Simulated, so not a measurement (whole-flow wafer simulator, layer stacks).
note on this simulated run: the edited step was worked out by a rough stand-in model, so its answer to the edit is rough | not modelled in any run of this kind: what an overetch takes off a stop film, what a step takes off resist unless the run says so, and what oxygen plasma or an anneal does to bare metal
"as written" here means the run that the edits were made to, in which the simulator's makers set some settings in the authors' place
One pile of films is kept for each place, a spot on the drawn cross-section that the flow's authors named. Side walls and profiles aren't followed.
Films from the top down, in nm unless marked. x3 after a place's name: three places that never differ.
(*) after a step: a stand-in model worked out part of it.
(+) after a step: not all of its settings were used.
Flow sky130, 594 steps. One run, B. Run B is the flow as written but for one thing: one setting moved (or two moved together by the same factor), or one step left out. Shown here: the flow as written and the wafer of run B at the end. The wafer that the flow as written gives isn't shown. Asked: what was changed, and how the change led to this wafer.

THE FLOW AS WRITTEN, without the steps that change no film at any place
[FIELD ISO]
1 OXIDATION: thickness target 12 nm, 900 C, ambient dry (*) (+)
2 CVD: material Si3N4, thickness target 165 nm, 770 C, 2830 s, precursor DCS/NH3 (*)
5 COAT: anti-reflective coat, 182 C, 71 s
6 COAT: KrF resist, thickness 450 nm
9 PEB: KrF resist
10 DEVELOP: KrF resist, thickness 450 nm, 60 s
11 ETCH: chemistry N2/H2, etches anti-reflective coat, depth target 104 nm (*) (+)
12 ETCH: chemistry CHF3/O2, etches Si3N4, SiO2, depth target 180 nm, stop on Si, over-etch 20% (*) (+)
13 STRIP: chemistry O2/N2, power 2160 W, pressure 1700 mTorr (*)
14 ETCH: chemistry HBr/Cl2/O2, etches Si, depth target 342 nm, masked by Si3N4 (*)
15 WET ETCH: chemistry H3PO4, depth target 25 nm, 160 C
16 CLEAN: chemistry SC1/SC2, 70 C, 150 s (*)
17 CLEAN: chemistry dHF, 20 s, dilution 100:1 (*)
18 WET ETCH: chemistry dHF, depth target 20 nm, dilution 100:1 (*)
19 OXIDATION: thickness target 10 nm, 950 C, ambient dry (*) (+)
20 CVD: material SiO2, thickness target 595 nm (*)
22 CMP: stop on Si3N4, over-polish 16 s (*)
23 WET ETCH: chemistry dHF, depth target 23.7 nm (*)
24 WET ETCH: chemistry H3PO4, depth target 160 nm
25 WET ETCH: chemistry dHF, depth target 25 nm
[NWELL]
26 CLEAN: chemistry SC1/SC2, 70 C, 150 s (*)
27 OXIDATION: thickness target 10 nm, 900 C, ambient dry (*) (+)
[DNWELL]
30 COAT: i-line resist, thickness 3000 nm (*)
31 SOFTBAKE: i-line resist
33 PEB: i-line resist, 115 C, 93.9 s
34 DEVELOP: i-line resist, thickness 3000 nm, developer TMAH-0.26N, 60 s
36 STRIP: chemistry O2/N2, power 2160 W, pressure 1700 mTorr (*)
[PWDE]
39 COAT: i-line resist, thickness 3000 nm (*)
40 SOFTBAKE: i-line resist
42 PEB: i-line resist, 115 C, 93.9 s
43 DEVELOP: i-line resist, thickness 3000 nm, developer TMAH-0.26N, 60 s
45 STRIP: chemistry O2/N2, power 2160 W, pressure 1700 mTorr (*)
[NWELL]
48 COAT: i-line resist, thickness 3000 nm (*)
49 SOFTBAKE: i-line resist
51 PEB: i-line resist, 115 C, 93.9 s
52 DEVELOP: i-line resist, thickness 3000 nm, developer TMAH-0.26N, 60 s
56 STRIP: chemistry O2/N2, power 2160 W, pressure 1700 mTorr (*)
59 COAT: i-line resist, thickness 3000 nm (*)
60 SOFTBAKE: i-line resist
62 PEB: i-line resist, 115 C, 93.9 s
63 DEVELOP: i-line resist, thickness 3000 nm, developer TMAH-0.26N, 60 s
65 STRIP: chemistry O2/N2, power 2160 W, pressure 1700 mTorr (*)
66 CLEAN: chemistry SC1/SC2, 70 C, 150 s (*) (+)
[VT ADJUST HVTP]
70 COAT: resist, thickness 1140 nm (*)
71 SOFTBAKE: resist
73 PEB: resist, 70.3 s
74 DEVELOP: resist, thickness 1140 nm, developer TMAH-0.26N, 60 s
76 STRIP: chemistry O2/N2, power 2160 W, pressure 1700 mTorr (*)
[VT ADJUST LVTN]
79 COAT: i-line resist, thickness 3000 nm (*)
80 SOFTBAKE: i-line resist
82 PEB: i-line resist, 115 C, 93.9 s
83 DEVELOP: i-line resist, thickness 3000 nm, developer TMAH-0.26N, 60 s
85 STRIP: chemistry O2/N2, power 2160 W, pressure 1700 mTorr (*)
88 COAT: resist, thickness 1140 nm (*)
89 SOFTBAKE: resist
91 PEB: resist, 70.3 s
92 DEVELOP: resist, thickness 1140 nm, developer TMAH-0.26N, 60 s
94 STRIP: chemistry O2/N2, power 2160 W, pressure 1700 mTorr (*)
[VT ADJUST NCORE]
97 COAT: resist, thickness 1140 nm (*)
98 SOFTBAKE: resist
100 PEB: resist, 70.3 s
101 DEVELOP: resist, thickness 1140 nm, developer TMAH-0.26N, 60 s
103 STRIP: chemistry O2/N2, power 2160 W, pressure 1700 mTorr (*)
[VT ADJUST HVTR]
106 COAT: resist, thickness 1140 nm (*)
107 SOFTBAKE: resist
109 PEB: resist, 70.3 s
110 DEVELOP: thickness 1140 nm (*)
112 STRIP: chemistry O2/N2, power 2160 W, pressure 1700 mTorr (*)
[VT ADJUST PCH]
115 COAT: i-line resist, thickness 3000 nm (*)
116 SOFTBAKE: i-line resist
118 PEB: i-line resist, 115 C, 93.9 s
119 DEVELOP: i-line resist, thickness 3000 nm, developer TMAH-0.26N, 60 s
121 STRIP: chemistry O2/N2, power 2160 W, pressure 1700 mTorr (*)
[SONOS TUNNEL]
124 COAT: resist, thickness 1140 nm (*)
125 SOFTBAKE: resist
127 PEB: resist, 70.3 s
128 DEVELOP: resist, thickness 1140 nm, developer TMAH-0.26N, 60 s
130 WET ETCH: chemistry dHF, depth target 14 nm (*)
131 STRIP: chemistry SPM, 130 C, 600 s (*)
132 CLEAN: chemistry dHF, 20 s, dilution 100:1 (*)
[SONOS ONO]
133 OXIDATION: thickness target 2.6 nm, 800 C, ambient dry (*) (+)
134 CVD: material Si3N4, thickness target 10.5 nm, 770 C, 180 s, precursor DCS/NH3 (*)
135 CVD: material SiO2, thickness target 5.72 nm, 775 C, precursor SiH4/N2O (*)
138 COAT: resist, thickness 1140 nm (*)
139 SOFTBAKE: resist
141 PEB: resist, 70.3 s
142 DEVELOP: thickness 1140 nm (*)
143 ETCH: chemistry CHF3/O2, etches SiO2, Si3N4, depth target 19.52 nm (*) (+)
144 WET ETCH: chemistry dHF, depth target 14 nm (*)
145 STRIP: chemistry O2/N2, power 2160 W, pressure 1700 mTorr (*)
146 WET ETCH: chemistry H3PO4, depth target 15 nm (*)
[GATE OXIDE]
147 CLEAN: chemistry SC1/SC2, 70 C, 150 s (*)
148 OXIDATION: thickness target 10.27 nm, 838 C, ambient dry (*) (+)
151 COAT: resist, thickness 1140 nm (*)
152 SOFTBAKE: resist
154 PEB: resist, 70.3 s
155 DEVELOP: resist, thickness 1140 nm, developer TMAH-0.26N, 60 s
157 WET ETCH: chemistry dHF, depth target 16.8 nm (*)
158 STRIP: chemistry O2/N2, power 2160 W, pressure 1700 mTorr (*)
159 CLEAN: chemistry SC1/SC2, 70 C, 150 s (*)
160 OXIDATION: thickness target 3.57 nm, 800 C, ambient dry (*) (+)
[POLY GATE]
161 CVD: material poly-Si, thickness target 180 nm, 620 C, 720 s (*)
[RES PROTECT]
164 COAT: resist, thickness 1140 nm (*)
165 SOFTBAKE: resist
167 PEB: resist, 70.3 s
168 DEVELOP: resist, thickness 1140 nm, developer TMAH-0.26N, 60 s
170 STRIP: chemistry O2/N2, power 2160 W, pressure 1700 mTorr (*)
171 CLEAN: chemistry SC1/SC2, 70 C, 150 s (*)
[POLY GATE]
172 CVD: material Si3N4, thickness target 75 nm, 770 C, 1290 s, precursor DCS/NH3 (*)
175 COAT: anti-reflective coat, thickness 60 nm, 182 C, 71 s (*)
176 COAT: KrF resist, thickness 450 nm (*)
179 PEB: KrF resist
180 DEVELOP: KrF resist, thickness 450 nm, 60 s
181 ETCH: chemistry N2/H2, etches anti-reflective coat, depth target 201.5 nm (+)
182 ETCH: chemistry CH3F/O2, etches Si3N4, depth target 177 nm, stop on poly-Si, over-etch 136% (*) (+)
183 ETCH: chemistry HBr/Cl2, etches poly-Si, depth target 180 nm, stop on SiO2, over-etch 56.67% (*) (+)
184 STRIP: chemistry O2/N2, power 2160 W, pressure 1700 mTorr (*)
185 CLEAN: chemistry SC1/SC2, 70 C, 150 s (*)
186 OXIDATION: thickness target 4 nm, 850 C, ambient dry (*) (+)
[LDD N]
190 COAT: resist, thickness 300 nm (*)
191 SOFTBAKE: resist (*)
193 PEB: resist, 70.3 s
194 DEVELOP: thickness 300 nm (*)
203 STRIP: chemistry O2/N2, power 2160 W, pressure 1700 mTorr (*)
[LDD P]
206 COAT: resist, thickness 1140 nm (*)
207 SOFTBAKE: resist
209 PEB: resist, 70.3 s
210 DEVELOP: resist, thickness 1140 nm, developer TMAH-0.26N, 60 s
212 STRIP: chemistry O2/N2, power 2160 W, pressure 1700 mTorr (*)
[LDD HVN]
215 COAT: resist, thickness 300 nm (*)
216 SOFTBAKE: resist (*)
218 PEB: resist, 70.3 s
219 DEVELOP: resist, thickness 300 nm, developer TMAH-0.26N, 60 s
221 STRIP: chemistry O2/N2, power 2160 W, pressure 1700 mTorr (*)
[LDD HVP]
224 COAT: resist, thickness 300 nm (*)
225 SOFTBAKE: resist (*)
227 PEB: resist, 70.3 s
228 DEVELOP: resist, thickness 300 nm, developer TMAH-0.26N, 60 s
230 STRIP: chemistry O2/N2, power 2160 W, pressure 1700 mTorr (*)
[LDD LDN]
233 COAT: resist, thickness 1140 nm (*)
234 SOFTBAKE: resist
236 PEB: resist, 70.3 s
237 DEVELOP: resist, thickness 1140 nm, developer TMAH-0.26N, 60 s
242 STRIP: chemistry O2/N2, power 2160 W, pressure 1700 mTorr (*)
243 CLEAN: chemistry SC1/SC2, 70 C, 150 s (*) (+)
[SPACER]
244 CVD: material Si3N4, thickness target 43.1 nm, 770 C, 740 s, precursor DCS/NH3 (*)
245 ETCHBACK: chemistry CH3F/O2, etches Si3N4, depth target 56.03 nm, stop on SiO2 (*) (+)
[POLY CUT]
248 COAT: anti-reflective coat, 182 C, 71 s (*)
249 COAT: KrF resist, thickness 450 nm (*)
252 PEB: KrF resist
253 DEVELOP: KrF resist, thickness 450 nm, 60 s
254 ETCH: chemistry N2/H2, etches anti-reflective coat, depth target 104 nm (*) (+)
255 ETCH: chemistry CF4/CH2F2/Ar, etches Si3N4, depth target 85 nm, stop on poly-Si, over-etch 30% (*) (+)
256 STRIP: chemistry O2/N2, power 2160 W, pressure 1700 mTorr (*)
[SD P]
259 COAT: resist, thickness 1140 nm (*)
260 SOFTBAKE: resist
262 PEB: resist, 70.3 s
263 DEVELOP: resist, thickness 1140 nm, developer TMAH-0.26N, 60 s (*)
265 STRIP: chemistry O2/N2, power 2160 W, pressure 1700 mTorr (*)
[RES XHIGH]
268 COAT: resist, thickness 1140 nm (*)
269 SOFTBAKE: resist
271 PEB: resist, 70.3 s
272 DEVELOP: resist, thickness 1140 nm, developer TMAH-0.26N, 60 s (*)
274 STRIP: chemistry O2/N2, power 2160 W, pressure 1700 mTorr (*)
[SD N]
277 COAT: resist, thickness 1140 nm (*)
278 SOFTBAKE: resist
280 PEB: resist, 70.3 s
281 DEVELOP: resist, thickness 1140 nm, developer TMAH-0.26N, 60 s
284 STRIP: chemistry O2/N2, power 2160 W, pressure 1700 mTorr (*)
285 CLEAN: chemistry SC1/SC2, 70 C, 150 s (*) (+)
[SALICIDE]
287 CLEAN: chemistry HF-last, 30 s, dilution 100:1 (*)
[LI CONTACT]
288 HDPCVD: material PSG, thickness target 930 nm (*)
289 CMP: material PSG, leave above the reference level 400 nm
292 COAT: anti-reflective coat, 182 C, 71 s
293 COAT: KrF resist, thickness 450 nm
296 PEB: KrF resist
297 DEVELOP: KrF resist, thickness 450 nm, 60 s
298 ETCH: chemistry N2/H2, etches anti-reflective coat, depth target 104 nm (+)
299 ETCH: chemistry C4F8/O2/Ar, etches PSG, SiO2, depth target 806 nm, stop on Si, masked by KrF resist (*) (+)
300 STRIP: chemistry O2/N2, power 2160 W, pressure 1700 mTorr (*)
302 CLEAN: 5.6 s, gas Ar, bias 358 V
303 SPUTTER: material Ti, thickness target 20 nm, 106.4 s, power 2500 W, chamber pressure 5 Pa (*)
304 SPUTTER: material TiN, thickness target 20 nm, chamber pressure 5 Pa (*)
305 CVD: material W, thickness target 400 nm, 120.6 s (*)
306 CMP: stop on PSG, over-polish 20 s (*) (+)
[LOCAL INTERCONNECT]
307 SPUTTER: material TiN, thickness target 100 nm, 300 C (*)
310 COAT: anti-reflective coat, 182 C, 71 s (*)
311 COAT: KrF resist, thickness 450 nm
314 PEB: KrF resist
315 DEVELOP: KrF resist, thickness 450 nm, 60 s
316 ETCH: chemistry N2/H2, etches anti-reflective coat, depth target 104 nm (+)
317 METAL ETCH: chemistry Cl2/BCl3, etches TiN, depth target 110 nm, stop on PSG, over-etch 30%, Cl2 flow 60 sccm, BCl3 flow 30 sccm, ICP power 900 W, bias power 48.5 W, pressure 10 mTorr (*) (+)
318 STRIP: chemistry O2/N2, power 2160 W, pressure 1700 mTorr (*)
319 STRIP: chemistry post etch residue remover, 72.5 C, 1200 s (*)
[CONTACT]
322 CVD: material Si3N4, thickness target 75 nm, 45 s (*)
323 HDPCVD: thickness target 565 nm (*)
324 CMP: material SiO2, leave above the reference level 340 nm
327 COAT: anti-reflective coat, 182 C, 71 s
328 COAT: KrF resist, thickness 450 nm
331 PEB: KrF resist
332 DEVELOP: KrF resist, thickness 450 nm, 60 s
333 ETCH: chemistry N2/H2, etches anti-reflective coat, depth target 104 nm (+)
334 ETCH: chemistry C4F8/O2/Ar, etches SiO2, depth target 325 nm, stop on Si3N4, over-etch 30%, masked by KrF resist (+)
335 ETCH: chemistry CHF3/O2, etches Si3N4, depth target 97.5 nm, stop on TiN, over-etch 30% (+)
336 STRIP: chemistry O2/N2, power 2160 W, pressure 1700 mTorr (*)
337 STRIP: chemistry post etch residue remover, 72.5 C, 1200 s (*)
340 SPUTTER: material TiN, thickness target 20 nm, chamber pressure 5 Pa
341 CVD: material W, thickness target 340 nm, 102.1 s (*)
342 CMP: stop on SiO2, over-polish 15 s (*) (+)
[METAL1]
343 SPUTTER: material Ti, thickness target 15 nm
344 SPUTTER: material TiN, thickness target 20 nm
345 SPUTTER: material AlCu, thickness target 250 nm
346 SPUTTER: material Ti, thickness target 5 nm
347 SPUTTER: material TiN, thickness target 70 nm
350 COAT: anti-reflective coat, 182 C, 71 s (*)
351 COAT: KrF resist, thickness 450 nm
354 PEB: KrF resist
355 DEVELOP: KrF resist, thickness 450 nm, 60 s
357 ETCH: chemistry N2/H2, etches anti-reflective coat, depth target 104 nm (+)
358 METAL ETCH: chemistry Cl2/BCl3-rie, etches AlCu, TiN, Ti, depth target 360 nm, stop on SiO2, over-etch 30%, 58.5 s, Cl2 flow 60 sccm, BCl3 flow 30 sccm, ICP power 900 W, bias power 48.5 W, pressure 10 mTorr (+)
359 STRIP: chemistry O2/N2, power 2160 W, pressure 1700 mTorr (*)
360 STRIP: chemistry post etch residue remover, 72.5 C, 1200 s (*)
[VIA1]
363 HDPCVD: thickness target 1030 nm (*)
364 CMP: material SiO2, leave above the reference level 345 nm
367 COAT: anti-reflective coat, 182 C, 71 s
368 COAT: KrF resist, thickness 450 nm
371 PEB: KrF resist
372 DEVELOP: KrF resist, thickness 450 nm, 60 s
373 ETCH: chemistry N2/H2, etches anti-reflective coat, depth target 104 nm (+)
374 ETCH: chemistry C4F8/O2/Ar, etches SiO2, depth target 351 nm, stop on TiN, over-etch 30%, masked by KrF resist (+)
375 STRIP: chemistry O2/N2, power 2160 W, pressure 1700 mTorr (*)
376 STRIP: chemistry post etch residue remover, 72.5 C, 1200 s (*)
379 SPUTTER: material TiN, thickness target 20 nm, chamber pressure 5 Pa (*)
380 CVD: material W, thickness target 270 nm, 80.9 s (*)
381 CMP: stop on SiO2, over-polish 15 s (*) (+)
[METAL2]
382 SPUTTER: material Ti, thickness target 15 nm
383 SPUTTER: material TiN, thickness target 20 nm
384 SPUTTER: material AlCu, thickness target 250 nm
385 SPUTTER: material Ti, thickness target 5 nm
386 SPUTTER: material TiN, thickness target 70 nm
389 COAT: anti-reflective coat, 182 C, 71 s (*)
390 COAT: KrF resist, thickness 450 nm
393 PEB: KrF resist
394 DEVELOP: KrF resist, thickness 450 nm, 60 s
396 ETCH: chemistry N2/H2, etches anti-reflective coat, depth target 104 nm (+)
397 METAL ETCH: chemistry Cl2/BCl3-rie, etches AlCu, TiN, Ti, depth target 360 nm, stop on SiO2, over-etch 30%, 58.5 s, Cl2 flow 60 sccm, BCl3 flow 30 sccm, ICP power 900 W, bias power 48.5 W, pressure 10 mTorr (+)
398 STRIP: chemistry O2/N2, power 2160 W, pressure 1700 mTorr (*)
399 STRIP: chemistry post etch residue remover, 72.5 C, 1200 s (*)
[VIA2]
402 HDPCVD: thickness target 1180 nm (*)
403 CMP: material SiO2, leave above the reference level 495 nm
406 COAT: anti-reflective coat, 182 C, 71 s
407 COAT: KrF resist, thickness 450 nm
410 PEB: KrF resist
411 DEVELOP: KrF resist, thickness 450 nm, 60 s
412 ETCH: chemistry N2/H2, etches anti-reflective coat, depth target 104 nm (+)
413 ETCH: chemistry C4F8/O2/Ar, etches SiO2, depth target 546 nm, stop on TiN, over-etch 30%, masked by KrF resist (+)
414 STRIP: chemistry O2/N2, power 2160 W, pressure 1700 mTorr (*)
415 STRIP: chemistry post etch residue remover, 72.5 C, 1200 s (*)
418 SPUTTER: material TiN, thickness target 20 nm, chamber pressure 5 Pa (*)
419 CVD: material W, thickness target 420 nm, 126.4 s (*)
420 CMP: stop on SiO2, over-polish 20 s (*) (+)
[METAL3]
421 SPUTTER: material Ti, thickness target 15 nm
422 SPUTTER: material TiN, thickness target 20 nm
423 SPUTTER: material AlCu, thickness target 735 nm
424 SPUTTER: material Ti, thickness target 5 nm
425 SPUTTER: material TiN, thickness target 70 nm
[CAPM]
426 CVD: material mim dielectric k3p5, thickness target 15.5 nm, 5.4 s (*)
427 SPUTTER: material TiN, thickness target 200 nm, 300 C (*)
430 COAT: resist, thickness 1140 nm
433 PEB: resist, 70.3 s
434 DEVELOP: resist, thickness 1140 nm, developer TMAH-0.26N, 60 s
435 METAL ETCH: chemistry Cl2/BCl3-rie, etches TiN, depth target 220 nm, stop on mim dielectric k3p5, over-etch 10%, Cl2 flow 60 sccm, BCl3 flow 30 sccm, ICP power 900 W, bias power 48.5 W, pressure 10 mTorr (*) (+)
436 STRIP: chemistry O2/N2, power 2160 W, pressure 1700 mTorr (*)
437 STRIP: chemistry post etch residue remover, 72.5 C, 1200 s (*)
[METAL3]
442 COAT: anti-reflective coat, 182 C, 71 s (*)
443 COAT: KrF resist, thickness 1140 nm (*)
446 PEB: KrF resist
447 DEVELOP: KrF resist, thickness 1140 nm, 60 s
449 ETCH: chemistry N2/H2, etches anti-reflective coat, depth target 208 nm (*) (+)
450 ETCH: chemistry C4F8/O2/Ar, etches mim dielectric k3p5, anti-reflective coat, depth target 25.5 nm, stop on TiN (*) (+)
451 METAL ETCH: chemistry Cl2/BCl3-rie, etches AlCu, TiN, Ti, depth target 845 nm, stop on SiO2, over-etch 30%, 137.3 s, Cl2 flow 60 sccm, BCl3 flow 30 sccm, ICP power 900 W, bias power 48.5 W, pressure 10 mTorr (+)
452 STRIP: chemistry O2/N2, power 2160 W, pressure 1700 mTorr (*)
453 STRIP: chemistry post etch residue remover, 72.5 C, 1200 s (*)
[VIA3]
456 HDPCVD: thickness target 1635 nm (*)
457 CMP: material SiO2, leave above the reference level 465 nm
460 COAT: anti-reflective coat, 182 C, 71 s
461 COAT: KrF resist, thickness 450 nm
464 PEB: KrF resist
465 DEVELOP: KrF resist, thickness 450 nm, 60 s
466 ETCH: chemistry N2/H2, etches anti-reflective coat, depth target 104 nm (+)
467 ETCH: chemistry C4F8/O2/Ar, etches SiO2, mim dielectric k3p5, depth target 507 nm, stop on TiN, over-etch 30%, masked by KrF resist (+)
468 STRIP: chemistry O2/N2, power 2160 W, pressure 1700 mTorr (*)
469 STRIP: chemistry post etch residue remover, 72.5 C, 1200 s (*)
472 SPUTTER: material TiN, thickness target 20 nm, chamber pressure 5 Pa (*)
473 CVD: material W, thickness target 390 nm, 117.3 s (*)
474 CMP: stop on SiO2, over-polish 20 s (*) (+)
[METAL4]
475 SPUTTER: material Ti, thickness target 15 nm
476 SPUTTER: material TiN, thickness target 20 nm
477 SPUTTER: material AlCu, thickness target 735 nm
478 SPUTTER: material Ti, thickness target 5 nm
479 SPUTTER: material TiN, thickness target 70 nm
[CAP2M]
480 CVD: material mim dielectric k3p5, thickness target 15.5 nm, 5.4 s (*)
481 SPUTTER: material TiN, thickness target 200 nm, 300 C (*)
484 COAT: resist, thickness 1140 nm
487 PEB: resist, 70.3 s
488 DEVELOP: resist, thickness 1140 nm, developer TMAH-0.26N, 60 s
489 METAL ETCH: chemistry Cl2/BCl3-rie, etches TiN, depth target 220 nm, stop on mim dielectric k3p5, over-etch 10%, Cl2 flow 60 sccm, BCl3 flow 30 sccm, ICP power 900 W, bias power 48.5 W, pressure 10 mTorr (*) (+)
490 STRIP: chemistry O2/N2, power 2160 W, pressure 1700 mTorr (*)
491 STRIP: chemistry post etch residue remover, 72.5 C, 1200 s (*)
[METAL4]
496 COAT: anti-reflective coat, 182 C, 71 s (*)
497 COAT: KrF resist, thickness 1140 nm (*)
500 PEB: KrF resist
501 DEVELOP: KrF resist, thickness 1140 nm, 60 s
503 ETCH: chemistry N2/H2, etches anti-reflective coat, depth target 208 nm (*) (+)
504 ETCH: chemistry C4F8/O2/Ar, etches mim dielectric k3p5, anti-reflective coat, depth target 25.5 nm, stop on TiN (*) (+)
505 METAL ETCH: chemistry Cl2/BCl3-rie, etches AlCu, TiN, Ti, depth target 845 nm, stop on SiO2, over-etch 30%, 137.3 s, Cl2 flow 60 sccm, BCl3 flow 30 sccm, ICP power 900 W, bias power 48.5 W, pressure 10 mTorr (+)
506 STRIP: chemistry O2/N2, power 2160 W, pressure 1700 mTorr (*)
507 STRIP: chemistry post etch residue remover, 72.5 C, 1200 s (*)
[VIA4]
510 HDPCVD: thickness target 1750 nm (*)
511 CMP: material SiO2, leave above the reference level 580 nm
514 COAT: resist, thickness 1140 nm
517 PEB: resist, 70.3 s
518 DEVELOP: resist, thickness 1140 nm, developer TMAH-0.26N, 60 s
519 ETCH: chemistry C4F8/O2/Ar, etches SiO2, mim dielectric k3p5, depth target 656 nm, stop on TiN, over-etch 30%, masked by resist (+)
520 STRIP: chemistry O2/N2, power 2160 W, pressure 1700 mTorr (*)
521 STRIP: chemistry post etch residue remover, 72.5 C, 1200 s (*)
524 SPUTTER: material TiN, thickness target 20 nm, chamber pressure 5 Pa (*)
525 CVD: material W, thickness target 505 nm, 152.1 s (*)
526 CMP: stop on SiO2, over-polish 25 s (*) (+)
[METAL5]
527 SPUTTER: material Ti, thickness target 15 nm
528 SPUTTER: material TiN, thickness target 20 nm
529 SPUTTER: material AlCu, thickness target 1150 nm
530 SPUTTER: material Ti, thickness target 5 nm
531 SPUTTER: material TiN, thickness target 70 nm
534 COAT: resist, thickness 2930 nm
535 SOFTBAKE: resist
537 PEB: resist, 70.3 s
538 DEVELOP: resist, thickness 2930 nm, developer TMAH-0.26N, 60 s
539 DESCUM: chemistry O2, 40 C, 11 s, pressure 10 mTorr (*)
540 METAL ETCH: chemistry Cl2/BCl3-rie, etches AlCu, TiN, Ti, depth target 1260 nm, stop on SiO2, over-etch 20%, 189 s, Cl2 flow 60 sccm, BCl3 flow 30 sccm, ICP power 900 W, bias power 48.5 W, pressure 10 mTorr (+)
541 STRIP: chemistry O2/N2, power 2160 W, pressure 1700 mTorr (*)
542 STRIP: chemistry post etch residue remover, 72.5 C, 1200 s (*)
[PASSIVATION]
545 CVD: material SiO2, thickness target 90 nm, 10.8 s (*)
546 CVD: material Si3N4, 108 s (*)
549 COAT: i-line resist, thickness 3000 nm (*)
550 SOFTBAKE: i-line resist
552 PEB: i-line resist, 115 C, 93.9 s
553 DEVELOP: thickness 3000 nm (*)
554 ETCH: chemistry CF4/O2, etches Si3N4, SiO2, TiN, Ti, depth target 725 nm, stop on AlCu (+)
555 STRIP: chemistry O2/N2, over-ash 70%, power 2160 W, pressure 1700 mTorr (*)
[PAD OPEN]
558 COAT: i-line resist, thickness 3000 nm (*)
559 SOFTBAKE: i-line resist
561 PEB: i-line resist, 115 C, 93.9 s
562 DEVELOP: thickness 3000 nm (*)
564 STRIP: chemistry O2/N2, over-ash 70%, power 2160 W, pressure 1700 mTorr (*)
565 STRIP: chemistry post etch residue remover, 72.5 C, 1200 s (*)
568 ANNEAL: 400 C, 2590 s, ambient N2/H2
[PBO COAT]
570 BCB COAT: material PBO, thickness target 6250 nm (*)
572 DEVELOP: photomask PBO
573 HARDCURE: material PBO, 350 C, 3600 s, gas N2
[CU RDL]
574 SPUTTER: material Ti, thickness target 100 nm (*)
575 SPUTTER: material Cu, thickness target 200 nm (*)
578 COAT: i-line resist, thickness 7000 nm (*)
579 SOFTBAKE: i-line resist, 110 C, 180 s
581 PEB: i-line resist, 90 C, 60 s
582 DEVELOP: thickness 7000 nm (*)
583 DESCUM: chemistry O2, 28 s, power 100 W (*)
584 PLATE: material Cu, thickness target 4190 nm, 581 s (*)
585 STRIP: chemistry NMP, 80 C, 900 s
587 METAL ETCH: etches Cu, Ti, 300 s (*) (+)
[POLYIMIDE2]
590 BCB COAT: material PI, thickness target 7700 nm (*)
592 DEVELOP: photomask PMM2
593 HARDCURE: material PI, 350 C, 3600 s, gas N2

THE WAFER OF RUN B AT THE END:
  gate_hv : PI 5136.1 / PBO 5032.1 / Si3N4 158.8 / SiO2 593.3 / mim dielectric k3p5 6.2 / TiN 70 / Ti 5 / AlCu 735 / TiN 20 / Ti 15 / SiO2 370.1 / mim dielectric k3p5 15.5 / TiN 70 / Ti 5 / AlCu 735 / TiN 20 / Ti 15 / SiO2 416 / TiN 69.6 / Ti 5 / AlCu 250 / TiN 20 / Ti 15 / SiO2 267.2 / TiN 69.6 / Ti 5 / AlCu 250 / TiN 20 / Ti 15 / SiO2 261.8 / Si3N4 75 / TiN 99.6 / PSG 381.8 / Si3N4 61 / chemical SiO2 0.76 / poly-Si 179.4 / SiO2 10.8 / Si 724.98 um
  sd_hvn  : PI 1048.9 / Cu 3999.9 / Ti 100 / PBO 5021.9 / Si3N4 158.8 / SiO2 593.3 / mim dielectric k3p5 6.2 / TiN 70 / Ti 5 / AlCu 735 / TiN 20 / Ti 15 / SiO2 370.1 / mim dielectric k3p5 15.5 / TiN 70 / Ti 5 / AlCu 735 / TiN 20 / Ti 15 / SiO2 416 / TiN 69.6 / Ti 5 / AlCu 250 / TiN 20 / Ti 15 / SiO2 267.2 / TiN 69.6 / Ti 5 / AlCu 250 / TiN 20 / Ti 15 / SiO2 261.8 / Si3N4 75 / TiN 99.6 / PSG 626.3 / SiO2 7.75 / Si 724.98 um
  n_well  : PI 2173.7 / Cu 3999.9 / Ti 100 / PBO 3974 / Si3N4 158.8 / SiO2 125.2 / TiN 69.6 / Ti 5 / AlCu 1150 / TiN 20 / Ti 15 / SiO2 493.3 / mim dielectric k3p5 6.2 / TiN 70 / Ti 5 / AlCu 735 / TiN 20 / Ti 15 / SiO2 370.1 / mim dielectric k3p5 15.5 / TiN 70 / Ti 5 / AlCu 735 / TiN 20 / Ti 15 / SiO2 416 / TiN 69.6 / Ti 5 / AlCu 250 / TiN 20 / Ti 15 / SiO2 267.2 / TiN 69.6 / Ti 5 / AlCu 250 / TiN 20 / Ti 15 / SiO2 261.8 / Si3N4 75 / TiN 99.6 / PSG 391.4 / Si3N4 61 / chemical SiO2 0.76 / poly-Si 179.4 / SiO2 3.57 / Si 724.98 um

The cause: step 480, CVD: thickness target 6.2 nm was run, where the flow has thickness target 15.5 nm; step 480, CVD: 2.16 s was run, where the flow has 5.4 s.
It can be read off the wafer: gate_hv has mim dielectric k3p5 6.2, and step 480 as written asks for 15.5 nm.

How the change led to this, step by step:
  480 CVD: material mim dielectric k3p5, thickness target 15.5 nm, 5.4 s (*)
      field, active, n_well and 189 more: mim dielectric k3p5 +6.2 (new film) (as written it would be: mim dielectric k3p5 +15.5 (new film))
  504 ETCH: chemistry C4F8/O2/Ar, etches mim dielectric k3p5, anti-reflective coat, depth target 25.5 nm, stop on TiN (*) (+)
      n_well, p_well, gate_hv and 102 more: KrF resist -6.2 (as written it would be: KrF resist -15.5)
      field, active, gate and 85 more: mim dielectric k3p5 -6.2 (all of it) (as written it would be: mim dielectric k3p5 -15.5 (all of it))
  506 STRIP: chemistry O2/N2, power 2160 W, pressure 1700 mTorr (*)
      iso_guard__w2: KrF resist -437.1 (all of it), anti-reflective coat -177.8 (all of it) (as written it would be: KrF resist -427.9 (all of it), anti-reflective coat -177.8 (all of it))
      mim2: KrF resist -381.3 (all of it), anti-reflective coat -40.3 (all of it) (as written it would be: KrF resist -372.1 (all of it), anti-reflective coat -40.3 (all of it))
  519 ETCH: chemistry C4F8/O2/Ar, etches SiO2, mim dielectric k3p5, depth target 656 nm, stop on TiN, over-etch 30%, masked by resist (+)
      m1: SiO2 -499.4 (all of it), mim dielectric k3p5 -6.2 (all of it) (as written it would be: SiO2 -490.1 (all of it), mim dielectric k3p5 -15.5 (all of it))
      via4_hole: SiO2 -498.8 (all of it), mim dielectric k3p5 -6.2 (all of it) (as written it would be: SiO2 -489.5 (all of it), mim dielectric k3p5 -15.5 (all of it))
